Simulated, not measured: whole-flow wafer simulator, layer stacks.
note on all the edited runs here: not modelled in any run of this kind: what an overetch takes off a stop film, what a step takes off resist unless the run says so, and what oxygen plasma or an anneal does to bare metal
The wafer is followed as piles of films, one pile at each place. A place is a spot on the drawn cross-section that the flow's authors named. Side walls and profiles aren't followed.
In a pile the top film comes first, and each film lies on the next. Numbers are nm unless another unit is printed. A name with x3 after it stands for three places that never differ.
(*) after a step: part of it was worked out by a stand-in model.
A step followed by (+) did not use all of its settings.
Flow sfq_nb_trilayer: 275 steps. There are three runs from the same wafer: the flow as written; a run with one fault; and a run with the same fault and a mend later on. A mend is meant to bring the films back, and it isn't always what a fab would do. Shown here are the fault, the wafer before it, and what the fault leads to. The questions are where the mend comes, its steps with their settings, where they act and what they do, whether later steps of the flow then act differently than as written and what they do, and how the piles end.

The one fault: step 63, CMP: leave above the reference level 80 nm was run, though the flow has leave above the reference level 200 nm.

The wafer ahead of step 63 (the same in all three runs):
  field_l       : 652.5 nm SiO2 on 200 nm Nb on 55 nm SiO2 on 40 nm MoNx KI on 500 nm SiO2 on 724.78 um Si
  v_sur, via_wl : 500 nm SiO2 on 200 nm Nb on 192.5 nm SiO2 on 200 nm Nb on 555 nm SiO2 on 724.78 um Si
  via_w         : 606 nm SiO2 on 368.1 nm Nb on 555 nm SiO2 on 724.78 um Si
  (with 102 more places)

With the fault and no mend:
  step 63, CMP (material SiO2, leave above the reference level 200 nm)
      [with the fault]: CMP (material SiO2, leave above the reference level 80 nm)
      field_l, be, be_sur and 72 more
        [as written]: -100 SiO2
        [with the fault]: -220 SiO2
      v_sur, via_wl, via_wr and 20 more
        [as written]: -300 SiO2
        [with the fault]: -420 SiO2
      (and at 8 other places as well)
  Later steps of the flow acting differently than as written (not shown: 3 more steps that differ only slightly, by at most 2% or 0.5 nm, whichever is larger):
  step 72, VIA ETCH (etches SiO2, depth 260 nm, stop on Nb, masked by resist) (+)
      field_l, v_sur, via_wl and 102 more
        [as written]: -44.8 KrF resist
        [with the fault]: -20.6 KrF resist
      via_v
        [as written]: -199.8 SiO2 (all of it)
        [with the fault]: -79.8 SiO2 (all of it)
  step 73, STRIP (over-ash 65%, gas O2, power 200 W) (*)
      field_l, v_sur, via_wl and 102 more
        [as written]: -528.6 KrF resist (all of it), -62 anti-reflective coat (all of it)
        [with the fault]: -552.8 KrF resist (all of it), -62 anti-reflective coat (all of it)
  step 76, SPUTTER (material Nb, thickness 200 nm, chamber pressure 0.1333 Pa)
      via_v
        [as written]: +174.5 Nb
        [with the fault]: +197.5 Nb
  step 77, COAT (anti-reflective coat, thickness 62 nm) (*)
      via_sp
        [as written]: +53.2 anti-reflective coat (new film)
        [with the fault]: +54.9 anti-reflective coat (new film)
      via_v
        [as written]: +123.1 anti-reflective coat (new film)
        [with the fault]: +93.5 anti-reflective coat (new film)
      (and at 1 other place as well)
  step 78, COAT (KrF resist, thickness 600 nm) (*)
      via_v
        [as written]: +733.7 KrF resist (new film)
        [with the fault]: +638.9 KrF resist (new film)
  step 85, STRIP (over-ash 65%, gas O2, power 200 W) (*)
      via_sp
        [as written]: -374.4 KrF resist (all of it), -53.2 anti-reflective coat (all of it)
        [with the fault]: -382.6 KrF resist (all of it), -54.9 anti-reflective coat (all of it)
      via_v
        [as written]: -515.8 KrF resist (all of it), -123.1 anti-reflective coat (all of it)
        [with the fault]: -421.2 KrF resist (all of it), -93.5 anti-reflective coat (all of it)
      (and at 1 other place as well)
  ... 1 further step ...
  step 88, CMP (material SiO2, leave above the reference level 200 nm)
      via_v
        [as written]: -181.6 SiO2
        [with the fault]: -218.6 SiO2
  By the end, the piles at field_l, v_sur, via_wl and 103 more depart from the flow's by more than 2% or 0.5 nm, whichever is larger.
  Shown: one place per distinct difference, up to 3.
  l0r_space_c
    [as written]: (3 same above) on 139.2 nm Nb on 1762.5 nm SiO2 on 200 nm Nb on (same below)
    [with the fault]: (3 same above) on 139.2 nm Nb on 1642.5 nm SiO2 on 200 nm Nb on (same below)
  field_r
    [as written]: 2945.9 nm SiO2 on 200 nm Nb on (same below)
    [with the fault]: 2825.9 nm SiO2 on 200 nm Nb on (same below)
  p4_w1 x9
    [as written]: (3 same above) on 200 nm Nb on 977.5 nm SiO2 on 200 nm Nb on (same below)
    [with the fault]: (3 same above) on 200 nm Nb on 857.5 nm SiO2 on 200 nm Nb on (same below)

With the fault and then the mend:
  The mend stands after step 70.
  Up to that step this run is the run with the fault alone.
  step 70a, STRIP (over-ash 65%, gas O2, power 200 W) (*)
      field_l, v_sur, via_wl and 102 more
        -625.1 KrF resist (all of it), -62 anti-reflective coat (all of it)
      via_v
        -62 anti-reflective coat (all of it)
  step 70b, PECVD (material SiO2, thickness 120 nm, 150 C, 26.67 s, RF power 183.3 W, pressure 2.4 Torr, precursor SiH4/N2O) (the flow's step 62 again, with other settings)
      field_l, v_sur, via_wl and 103 more
        +120 SiO2
  step 70c, COAT (anti-reflective coat, thickness 62 nm) (the flow's step 65 again)
      field_l, v_sur, via_wl and 103 more
        +62 anti-reflective coat (new film)
  step 70d, COAT (KrF resist, thickness 650 nm) (the flow's step 66 again)
      field_l, v_sur, via_wl and 103 more
        +650 KrF resist (new film)
  step 70e, SOFTBAKE (KrF resist) (the flow's step 67 again)
      does not change any film at any place that is followed
  step 70f, EXPOSE (photomask I1, dose 11.91 mJ/cm2, NA 0.6, wavelength 248 nm) (*) (the flow's step 68 again)
      does not change any film at any place that is followed
  step 70g, PEB (KrF resist, 90 s) (the flow's step 69 again)
      field_l, v_sur, via_wl and 103 more
        -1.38 KrF resist
  step 70h, DEVELOP (KrF resist, thickness 650 nm, 60 s) (the flow's step 70 again)
      field_l, v_sur, via_wl and 102 more
        -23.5 KrF resist
      via_v
        -648.6 KrF resist (all of it)
  Later steps of the flow that are run all act as written at every place that is followed.
  The piles end the same as the flow's at every place that both follow.
